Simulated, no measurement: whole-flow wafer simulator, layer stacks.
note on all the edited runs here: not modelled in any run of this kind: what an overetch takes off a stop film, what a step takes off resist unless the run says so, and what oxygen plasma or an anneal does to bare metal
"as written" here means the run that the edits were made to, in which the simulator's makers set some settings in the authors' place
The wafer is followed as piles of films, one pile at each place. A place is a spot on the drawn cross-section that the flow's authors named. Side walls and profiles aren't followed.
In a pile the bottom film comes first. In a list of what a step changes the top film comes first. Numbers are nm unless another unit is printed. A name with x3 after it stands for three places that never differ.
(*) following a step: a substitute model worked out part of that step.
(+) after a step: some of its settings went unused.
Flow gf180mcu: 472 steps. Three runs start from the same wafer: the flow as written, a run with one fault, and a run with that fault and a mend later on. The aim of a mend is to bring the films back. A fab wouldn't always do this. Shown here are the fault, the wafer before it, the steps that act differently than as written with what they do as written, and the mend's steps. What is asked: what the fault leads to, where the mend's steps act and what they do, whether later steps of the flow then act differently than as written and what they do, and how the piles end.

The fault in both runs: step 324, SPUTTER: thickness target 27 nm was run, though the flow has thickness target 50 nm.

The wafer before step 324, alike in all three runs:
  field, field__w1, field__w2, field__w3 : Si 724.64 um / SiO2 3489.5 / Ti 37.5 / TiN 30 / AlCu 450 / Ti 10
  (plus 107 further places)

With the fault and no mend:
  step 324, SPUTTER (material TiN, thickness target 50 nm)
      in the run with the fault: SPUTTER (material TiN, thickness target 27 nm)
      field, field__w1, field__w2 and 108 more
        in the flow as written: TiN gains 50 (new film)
        in the run with the fault: TiN gains 27 (new film)
  Steps later in the flow that act otherwise than as written (2 other steps are not shown; they differ only slightly, by no more than 2% or 0.5 nm, whichever is larger):
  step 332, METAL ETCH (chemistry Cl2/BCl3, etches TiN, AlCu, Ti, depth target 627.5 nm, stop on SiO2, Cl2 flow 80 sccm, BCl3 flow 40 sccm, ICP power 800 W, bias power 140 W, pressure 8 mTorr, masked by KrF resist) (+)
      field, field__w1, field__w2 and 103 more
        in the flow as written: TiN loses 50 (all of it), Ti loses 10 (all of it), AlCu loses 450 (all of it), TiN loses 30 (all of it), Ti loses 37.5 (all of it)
        in the run with the fault: TiN loses 27 (all of it), Ti loses 10 (all of it), AlCu loses 450 (all of it), TiN loses 30 (all of it), Ti loses 37.5 (all of it)
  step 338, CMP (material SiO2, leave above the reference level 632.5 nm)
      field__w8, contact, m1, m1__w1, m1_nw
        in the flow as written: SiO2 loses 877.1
        in the run with the fault: SiO2 loses 854.1
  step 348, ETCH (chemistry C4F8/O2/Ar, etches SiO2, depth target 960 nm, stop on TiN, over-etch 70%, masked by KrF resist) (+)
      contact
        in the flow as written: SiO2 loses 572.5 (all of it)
        in the run with the fault: SiO2 loses 595.5 (all of it)
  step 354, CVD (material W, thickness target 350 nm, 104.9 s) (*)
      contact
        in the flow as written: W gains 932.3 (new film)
        in the run with the fault: W gains 955.5 (new film)
  The piles end different from the flow's at field__w8, contact, m1, m1__w1, m1_nw by more than 2% or 0.5 nm, whichever is larger.
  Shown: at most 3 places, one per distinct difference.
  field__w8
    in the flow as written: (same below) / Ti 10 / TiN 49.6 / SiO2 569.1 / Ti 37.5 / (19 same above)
    in the run with the fault: (same below) / Ti 10 / TiN 26.6 / SiO2 592.1 / Ti 37.5 / (19 same above)
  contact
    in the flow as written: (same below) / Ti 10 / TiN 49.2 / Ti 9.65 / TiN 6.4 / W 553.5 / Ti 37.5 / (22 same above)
    in the run with the fault: (same below) / Ti 10 / TiN 26.2 / Ti 9.52 / TiN 6.32 / W 576.7 / Ti 37.5 / (22 same above)

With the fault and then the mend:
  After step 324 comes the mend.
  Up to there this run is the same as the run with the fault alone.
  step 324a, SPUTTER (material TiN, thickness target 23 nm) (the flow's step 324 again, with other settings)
      field, field__w1, field__w2 and 108 more
        TiN gains 23
  Later steps of the flow that are run all act as written at every place that is followed.
  By the end, the piles equal the flow's at every place that both follow.
